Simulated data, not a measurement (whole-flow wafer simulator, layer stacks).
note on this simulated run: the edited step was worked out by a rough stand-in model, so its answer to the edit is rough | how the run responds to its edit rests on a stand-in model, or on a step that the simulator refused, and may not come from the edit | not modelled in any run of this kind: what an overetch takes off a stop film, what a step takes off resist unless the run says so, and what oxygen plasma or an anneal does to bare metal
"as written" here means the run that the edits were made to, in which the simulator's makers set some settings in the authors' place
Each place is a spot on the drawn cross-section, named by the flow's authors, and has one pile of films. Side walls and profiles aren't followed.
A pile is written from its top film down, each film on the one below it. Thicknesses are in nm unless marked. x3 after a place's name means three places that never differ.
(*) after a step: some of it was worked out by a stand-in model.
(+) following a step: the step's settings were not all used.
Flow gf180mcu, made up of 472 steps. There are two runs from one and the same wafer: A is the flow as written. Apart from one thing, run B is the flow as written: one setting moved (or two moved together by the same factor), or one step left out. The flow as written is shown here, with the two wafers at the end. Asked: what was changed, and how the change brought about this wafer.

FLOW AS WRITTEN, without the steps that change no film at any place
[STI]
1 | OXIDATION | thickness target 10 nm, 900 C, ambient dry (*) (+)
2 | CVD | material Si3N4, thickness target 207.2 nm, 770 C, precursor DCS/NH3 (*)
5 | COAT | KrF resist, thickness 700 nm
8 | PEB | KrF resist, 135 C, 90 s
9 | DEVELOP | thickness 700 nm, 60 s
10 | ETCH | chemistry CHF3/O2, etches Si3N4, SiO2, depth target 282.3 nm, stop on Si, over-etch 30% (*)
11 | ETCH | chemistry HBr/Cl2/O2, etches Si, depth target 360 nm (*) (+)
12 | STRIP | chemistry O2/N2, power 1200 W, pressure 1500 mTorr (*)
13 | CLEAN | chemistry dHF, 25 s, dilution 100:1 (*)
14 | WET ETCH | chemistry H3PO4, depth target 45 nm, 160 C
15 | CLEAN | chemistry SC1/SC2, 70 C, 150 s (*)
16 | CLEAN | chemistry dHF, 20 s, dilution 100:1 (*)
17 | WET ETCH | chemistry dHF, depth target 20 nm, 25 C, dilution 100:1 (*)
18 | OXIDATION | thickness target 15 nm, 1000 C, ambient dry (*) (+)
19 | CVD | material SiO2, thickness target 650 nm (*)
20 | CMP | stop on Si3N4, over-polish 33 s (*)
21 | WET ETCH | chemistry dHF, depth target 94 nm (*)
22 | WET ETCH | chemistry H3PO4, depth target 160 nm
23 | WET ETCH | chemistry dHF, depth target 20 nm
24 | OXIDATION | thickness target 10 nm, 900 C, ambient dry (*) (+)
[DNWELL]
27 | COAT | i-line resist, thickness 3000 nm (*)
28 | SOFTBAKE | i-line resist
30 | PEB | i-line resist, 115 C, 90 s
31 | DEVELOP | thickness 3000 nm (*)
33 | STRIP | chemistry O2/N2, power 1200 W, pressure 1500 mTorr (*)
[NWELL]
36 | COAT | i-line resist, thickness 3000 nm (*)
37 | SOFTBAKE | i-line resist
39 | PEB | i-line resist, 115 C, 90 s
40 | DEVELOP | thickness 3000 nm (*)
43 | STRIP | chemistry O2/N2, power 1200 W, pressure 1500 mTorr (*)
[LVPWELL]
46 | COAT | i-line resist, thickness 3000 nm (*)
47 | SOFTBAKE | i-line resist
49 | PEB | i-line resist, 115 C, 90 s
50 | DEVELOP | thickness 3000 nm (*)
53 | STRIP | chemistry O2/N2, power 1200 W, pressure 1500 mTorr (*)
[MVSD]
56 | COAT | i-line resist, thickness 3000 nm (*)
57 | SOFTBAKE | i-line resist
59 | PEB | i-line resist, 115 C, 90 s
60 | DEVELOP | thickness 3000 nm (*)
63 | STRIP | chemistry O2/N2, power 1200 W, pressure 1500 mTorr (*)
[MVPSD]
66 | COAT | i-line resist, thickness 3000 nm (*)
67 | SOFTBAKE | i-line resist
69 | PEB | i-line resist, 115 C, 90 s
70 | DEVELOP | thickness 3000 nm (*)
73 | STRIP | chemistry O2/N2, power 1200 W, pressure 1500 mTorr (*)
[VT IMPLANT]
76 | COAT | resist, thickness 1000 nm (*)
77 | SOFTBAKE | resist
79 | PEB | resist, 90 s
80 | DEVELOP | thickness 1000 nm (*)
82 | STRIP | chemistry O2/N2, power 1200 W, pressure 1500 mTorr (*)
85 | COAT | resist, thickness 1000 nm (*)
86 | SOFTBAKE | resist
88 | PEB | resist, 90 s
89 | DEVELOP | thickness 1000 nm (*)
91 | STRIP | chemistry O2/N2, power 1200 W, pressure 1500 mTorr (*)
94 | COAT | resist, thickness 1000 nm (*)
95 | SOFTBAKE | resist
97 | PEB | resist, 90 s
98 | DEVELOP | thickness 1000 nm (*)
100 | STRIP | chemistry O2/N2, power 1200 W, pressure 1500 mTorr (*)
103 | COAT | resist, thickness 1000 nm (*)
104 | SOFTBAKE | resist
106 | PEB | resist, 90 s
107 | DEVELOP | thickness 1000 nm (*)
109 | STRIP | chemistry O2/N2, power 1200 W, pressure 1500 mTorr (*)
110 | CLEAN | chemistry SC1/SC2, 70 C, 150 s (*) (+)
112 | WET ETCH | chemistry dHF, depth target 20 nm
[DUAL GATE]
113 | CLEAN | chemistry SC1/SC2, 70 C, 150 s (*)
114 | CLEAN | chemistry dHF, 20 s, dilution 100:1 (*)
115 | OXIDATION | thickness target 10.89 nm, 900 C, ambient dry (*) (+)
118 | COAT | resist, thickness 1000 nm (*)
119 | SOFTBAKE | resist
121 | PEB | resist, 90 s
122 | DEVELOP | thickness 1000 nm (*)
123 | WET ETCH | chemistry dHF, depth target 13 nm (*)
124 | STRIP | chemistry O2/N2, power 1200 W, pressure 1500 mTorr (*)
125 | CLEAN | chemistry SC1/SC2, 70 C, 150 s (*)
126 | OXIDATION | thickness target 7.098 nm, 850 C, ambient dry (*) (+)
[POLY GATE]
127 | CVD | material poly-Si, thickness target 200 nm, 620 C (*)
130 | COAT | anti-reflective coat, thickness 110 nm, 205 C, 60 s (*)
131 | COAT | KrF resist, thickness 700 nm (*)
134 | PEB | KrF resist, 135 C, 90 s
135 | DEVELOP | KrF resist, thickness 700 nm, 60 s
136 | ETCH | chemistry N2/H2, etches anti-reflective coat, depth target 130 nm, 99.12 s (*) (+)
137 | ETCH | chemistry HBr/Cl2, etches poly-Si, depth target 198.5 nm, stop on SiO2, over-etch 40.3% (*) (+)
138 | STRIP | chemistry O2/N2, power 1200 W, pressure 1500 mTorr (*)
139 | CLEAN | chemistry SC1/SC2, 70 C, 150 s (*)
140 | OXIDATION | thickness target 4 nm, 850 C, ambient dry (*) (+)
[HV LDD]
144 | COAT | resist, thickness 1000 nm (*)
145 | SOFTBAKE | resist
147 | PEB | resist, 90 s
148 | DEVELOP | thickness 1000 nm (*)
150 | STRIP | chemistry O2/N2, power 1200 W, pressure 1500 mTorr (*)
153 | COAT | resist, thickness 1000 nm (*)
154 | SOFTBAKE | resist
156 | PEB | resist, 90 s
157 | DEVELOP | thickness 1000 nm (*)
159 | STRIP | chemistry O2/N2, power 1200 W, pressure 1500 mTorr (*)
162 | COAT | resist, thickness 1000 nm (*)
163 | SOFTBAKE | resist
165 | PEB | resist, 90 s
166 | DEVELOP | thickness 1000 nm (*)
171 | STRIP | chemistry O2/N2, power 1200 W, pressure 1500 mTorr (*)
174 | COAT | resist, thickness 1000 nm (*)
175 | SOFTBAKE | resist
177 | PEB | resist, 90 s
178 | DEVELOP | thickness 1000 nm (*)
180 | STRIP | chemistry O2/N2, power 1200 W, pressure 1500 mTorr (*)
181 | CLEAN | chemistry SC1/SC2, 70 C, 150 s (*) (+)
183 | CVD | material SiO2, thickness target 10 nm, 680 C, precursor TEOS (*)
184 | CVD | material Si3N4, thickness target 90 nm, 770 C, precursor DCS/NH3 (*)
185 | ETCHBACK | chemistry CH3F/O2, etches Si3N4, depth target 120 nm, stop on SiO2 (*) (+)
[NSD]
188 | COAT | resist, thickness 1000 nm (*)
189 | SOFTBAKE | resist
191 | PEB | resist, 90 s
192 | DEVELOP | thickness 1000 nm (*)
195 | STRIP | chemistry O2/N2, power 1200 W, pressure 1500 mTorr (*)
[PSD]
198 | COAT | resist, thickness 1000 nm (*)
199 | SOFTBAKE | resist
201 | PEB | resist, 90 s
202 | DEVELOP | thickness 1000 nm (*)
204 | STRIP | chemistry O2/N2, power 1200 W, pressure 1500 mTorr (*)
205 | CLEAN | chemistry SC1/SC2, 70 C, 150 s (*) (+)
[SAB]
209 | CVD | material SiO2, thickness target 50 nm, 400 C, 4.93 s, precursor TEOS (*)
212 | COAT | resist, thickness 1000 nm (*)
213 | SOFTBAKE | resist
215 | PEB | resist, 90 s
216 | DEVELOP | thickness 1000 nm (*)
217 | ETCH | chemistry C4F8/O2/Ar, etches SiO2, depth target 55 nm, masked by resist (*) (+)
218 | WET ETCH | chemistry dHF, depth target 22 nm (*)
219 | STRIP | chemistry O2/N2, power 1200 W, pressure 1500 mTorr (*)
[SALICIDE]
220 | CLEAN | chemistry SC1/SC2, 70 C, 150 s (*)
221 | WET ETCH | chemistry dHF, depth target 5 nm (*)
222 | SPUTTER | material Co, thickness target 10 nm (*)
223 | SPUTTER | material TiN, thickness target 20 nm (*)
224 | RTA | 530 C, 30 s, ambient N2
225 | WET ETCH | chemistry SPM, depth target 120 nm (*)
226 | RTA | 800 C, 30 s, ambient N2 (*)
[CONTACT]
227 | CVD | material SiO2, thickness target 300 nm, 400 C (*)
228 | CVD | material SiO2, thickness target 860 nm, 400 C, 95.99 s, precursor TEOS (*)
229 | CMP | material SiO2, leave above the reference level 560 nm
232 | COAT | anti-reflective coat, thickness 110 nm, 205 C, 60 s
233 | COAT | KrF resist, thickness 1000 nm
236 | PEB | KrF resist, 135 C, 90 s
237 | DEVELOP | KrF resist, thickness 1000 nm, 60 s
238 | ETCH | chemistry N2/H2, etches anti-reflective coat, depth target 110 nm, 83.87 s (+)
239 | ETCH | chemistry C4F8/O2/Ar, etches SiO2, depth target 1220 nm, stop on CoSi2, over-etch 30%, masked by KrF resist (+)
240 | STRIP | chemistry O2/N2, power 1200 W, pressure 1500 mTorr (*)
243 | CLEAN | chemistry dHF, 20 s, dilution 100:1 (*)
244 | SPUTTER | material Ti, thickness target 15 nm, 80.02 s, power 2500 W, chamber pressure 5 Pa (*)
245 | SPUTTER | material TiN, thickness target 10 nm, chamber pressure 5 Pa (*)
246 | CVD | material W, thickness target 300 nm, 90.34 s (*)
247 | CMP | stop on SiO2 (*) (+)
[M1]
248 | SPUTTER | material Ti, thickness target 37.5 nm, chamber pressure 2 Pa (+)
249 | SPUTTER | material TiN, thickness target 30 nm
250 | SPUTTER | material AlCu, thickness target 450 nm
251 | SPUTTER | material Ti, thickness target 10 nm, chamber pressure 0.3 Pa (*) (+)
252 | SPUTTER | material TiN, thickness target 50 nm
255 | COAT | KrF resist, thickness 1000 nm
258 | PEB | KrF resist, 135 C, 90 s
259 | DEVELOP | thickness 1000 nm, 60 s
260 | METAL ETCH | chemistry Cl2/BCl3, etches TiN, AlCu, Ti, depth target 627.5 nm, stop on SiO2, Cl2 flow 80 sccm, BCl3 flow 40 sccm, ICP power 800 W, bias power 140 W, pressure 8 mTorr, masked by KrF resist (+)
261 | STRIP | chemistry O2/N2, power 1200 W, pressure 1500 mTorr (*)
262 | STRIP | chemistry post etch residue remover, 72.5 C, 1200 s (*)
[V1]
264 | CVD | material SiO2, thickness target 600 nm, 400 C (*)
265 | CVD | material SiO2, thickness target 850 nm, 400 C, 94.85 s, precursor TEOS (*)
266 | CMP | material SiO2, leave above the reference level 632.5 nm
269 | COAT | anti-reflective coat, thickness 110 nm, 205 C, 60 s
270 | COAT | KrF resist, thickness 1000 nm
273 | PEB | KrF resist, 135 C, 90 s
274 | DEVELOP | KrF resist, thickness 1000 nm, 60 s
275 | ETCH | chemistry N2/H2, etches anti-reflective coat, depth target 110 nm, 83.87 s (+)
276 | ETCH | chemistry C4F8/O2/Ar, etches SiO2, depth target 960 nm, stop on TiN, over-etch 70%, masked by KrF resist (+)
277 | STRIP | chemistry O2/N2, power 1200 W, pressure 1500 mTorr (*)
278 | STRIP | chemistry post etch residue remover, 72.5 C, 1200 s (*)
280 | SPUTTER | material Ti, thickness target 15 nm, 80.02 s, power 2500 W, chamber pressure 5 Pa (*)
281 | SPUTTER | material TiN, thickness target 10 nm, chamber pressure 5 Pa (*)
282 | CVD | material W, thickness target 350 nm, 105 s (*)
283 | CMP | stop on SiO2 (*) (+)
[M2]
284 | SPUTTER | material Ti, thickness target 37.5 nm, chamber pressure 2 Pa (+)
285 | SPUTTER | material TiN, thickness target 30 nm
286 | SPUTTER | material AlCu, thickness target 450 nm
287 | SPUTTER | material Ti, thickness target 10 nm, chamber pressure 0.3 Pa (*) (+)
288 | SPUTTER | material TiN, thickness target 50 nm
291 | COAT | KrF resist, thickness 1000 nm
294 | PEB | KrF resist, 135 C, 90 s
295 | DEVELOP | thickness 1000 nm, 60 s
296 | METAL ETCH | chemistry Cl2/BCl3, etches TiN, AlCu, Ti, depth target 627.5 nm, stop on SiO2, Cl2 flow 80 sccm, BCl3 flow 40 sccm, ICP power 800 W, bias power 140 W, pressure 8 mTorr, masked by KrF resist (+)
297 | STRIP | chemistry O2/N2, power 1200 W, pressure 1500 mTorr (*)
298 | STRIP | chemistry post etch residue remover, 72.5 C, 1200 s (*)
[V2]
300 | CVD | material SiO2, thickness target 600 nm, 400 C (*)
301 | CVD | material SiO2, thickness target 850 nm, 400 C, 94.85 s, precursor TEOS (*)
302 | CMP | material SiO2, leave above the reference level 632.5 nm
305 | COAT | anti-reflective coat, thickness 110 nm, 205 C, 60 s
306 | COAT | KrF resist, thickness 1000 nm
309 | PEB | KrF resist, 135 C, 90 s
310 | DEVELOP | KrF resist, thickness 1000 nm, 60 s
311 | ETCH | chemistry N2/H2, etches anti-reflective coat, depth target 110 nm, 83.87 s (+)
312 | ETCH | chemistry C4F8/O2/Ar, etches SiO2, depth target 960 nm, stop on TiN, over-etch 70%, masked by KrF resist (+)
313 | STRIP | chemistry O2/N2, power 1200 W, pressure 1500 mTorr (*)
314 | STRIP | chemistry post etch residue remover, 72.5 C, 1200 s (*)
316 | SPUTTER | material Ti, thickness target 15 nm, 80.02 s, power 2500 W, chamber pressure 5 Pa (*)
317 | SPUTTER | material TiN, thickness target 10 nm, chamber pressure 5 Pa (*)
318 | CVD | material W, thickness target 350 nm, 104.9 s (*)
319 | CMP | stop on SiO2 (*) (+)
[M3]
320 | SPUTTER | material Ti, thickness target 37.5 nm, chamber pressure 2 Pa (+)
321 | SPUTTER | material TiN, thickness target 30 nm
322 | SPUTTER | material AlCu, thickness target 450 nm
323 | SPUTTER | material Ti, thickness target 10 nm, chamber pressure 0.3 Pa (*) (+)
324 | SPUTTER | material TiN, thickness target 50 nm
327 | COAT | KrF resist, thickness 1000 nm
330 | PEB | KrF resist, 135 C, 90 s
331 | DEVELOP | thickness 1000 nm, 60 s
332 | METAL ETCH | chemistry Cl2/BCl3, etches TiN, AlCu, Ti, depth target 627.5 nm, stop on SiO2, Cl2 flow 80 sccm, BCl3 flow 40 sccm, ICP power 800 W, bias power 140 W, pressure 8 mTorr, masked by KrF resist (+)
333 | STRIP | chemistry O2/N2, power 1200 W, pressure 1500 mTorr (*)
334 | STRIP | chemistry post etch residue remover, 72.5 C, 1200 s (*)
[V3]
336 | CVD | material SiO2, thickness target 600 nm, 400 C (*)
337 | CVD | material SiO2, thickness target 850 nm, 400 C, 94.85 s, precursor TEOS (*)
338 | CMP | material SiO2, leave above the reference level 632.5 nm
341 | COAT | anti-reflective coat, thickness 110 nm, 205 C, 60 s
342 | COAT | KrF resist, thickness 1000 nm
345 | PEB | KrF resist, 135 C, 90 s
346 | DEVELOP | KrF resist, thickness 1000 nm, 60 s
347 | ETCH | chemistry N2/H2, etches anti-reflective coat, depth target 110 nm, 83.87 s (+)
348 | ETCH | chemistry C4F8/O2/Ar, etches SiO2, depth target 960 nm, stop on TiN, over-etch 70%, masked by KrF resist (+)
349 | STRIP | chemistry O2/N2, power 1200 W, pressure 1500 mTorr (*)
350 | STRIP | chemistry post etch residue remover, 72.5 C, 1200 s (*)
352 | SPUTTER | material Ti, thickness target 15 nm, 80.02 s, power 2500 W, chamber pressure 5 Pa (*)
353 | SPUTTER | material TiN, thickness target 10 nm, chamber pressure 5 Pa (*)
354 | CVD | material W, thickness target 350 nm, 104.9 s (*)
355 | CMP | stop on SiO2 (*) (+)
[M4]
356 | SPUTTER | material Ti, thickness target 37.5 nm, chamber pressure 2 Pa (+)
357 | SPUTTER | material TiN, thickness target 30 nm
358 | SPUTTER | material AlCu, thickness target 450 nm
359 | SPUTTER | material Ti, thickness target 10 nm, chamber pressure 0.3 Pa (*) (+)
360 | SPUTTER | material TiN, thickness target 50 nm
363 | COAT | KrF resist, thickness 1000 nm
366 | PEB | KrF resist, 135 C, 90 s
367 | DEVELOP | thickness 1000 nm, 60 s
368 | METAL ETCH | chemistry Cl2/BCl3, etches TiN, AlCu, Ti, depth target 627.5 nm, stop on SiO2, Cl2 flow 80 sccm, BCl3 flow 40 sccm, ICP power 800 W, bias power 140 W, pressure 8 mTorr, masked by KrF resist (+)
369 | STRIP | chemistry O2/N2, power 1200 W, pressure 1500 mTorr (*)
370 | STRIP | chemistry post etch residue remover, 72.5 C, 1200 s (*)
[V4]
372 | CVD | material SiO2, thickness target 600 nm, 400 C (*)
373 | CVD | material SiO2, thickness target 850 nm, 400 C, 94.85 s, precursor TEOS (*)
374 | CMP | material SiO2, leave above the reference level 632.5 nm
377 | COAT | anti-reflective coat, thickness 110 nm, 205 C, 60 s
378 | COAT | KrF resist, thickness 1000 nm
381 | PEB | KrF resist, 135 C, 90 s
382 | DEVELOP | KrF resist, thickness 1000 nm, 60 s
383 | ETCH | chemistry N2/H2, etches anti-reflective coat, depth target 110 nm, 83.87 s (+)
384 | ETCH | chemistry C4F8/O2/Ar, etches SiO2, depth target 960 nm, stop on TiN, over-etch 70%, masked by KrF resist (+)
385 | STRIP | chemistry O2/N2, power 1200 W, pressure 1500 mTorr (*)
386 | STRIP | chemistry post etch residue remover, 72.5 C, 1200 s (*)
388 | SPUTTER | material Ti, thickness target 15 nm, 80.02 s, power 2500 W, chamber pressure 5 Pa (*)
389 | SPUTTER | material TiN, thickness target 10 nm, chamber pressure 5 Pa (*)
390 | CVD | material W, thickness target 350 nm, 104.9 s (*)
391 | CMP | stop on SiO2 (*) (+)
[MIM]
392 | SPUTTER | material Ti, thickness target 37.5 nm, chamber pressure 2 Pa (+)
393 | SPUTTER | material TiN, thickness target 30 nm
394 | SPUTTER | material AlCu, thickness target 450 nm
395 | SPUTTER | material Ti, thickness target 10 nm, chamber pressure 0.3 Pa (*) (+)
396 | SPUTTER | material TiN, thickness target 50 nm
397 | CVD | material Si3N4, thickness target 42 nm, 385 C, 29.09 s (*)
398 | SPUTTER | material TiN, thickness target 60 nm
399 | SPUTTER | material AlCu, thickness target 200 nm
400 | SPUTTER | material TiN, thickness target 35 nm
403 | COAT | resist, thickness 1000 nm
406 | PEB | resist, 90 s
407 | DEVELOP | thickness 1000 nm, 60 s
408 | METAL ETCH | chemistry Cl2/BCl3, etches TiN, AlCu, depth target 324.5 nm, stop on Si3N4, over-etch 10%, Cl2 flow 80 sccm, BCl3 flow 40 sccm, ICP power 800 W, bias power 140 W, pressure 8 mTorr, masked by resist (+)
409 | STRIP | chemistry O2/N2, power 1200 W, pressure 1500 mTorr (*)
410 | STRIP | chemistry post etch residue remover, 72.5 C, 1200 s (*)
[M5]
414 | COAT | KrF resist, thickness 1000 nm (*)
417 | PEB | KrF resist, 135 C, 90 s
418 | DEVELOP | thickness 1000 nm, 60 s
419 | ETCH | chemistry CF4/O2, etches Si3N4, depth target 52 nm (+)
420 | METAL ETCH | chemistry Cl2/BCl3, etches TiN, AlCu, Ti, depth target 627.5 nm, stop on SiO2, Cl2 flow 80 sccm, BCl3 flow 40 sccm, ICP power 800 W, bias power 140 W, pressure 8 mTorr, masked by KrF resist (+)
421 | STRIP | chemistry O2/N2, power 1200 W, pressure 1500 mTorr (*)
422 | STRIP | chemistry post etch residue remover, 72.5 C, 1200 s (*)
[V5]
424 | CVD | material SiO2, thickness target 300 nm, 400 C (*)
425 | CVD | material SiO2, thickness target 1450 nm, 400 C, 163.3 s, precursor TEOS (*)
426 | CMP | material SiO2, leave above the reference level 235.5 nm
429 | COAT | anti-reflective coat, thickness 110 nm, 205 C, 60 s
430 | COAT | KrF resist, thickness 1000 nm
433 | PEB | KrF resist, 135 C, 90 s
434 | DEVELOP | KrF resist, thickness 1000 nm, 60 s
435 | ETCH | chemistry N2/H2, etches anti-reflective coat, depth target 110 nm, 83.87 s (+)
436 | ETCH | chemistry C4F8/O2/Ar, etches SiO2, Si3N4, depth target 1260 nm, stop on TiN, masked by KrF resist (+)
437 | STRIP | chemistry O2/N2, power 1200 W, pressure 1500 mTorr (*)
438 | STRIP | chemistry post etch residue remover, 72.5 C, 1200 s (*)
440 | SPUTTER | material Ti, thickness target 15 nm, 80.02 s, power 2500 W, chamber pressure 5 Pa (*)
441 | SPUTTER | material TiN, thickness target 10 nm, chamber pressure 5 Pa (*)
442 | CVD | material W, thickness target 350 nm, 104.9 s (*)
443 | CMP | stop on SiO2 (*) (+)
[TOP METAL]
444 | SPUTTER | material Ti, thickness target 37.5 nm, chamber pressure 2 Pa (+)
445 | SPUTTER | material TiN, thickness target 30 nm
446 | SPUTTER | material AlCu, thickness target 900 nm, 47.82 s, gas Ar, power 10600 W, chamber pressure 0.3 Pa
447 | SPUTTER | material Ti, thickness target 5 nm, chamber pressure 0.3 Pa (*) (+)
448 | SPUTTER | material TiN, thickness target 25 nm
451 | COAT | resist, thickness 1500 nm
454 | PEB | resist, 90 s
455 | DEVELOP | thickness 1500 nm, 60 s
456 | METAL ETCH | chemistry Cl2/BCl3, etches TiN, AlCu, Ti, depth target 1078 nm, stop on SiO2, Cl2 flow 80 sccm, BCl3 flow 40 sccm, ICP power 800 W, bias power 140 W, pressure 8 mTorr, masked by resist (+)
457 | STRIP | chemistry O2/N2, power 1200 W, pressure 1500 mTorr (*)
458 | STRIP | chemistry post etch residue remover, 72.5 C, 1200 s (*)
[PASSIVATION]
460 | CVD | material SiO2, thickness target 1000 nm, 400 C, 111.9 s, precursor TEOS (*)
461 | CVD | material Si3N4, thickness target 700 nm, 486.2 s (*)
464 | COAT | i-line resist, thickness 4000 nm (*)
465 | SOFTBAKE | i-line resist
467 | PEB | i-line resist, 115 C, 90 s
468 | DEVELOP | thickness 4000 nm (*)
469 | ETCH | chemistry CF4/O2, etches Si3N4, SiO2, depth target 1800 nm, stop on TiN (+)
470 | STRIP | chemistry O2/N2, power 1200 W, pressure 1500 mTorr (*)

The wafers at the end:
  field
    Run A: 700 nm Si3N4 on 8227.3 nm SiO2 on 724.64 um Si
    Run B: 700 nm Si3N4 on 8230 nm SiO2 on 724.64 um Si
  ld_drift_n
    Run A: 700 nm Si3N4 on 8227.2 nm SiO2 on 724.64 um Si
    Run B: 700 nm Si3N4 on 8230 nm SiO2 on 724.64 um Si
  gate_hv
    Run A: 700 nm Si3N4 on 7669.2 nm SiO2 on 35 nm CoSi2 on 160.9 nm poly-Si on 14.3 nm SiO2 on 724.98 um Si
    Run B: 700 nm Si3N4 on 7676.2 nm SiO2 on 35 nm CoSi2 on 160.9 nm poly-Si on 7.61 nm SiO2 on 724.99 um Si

The reason: step 115, OXIDATION: 780 C was run, while the flow as written has 900 C.

The path from the change to this, step by step:
  115 | OXIDATION | thickness target 10.89 nm, 900 C, ambient dry (*) (+)
      active, n_well, p_well and 40 more: A SiO2 gains 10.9 (new film), Si loses 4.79 | B SiO2 gains 3.49 (new film), Si loses 1.54
      sti, mim_1p0, pad and 23 more: A SiO2 gains 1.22, Si loses 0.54 | B SiO2 gains 0.11, Si loses 0.05
      (as well as at 23 more places)
  123 | WET ETCH | chemistry dHF, depth target 13 nm (*)
      active, n_well, p_well and 12 more: A SiO2 loses 10.9 (all of it) | B SiO2 loses 3.49 (all of it)
  126 | OXIDATION | thickness target 7.098 nm, 850 C, ambient dry (*) (+)
      gate_hv, active_hv, active_nat and 25 more: A SiO2 gains 3.72, Si loses 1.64 | B SiO2 gains 4.46, Si loses 1.96
  130 | COAT | anti-reflective coat, thickness 110 nm, 205 C, 60 s (*)
      p_well, spacer, sd_n: A anti-reflective coat gains 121 (new film) | B anti-reflective coat gains 117.2 (new film)
      active: A anti-reflective coat gains 117.2 (new film) | B anti-reflective coat gains 114 (new film)
      (as well as at 9 more places)
  136 | ETCH | chemistry N2/H2, etches anti-reflective coat, depth target 130 nm, 99.12 s (*) (+)
      p_well, spacer, sd_n: A anti-reflective coat loses 121 (all of it), poly-Si loses 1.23 | B anti-reflective coat loses 117.2 (all of it), poly-Si loses 1.33
      active: A anti-reflective coat loses 117.2 (all of it), poly-Si loses 1.33 | B anti-reflective coat loses 114 (all of it), poly-Si loses 1.41
      (as well as at 7 more places)
  138 | STRIP | chemistry O2/N2, power 1200 W, pressure 1500 mTorr (*)
      gate: A chemical SiO2 gains 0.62 (new film), KrF resist loses 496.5 (all of it), anti-reflective coat loses 117 (all of it), poly-Si loses 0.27 | B chemical SiO2 gains 0.62 (new film), KrF resist loses 495.6 (all of it), anti-reflective coat loses 113.7 (all of it), poly-Si loses 0.27
      gate_p: A chemical SiO2 gains 0.62 (new film), KrF resist loses 496.2 (all of it), anti-reflective coat loses 117 (all of it), poly-Si loses 0.27 | B chemical SiO2 gains 0.62 (new film), KrF resist loses 495.2 (all of it), anti-reflective coat loses 114.1 (all of it), poly-Si loses 0.27
  145 | SOFTBAKE | resist
      nw_enc_fld_lv__w3: A resist gains 0.39 | B resist loses 0.33
      active_nat: A resist gains 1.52 | B resist gains 2.56
  154 | SOFTBAKE | resist
      nw_enc_fld_lv__w3: A resist gains 0.39 | B resist loses 0.33
      active_nat: A resist gains 1.52 | B resist gains 2.56
  163 | SOFTBAKE | resist
      nw_enc_fld_lv__w3: A resist gains 0.39 | B resist loses 0.33
      active_nat: A resist gains 1.52 | B resist gains 2.56
  175 | SOFTBAKE | resist
      nw_enc_fld_lv__w3: A resist gains 0.39 | B resist loses 0.33
      active_nat: A resist gains 1.52 | B resist gains 2.56
  189 | SOFTBAKE | resist
      active_hv: A resist gains 0.78 | B resist gains 0.22
  199 | SOFTBAKE | resist
      active_hv: A resist gains 0.78 | B resist gains 0.22
  218 | WET ETCH | chemistry dHF, depth target 22 nm (*)
      ldn_tap, ldn_src, ldn_drn, ldp_tap, ldp_src, ldp_drn, ldp_gr: A SiO2 loses 16 (all of it) | B SiO2 loses 9.49 (all of it)
      ld_drn_n, ld_sd_p: A SiO2 loses 14.8 (all of it) | B SiO2 loses 8.32 (all of it)
      (as well as at 5 more places)
  223 | SPUTTER | material TiN, thickness target 20 nm (*)
      field__w12: A TiN gains 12 (new film) | B TiN gains 12.6 (new film)
      ld_sd_n: A TiN gains 15.5 (new film) | B TiN gains 16.1 (new film)
  225 | WET ETCH | chemistry SPM, depth target 120 nm (*)
      field__w12: A TiN loses 12 (all of it), Co loses 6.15 (all of it) | B TiN loses 12.6 (all of it), Co loses 6.15 (all of it)
      ld_sd_n: A TiN loses 15.5 (all of it) | B TiN loses 16.1 (all of it)
